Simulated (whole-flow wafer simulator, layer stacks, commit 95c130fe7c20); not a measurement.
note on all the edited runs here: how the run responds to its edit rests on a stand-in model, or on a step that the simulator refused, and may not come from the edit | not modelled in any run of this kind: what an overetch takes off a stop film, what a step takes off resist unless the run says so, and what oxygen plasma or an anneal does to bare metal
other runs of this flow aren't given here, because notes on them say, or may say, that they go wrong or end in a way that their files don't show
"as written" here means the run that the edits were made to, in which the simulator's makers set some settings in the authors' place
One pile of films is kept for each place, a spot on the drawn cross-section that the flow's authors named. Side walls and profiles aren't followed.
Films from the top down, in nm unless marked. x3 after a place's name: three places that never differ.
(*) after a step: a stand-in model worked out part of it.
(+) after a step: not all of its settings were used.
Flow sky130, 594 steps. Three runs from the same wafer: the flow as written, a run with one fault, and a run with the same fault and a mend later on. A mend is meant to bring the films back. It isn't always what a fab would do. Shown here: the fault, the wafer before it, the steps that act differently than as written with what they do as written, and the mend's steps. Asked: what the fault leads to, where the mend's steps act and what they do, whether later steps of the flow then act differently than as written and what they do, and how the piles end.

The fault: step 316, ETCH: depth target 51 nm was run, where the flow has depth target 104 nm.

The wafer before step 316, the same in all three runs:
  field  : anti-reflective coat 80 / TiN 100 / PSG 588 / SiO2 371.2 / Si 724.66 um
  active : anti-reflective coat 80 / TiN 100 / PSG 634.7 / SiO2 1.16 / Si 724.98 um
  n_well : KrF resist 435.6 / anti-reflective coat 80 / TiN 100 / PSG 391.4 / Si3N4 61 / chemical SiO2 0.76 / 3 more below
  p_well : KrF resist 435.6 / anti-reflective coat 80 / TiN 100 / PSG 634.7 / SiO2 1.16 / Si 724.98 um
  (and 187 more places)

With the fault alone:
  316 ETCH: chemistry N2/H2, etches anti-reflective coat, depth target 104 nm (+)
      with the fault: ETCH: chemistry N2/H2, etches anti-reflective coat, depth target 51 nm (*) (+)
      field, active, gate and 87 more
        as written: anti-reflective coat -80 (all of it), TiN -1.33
        with the fault: anti-reflective coat -51
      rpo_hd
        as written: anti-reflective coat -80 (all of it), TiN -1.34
        with the fault: anti-reflective coat -51
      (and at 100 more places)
  Later steps of the flow that act differently than as written (15 more steps differ only slightly, by at most 2% or 0.5 nm, whichever is larger, and aren't shown):
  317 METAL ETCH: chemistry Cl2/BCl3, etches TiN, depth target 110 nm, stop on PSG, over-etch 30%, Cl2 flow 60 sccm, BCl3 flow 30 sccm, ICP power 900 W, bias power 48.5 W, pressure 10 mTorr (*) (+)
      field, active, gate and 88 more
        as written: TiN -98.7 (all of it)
        with the fault: anti-reflective coat -29 (all of it), TiN -81
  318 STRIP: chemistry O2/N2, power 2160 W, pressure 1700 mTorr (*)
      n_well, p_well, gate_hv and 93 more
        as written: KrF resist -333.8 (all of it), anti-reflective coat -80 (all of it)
        with the fault: KrF resist -363.3 (all of it), anti-reflective coat -80 (all of it)
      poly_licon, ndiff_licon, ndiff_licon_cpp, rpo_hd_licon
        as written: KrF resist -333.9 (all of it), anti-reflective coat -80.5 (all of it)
        with the fault: KrF resist -363.3 (all of it), anti-reflective coat -80.5 (all of it)
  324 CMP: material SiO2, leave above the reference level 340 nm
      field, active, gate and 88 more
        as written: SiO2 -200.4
        with the fault: SiO2 -219
  At the end the piles differ from the flow's by more than 2% or 0.5 nm, whichever is larger, at field, active, gate and 90 more.
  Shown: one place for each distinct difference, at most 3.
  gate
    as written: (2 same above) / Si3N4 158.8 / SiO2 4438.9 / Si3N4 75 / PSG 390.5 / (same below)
    with the fault: (2 same above) / Si3N4 158.8 / SiO2 4420.3 / Si3N4 75 / TiN 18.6 / PSG 390.5 / (same below)
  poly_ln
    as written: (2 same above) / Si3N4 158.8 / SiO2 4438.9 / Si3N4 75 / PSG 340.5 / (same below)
    with the fault: (2 same above) / Si3N4 158.8 / SiO2 4420.3 / Si3N4 75 / TiN 18.6 / PSG 340.5 / (same below)
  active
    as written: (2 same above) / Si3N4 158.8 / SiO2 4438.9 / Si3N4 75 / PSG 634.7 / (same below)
    with the fault: (2 same above) / Si3N4 158.8 / SiO2 4420.3 / Si3N4 75 / TiN 18.6 / PSG 634.7 / (same below)

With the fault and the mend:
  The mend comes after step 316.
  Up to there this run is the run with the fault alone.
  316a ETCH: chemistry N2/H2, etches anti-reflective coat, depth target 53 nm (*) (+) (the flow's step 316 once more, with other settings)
      n_well, p_well, gate_hv and 97 more
        KrF resist -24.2
      field, active, gate and 88 more
        anti-reflective coat -29 (all of it), TiN -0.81
  No later step of the flow acts differently than as written, at any place that is followed, by more than 2% or 0.5 nm, whichever is larger.
  At the end the piles are the same as the flow's at every place that both follow.
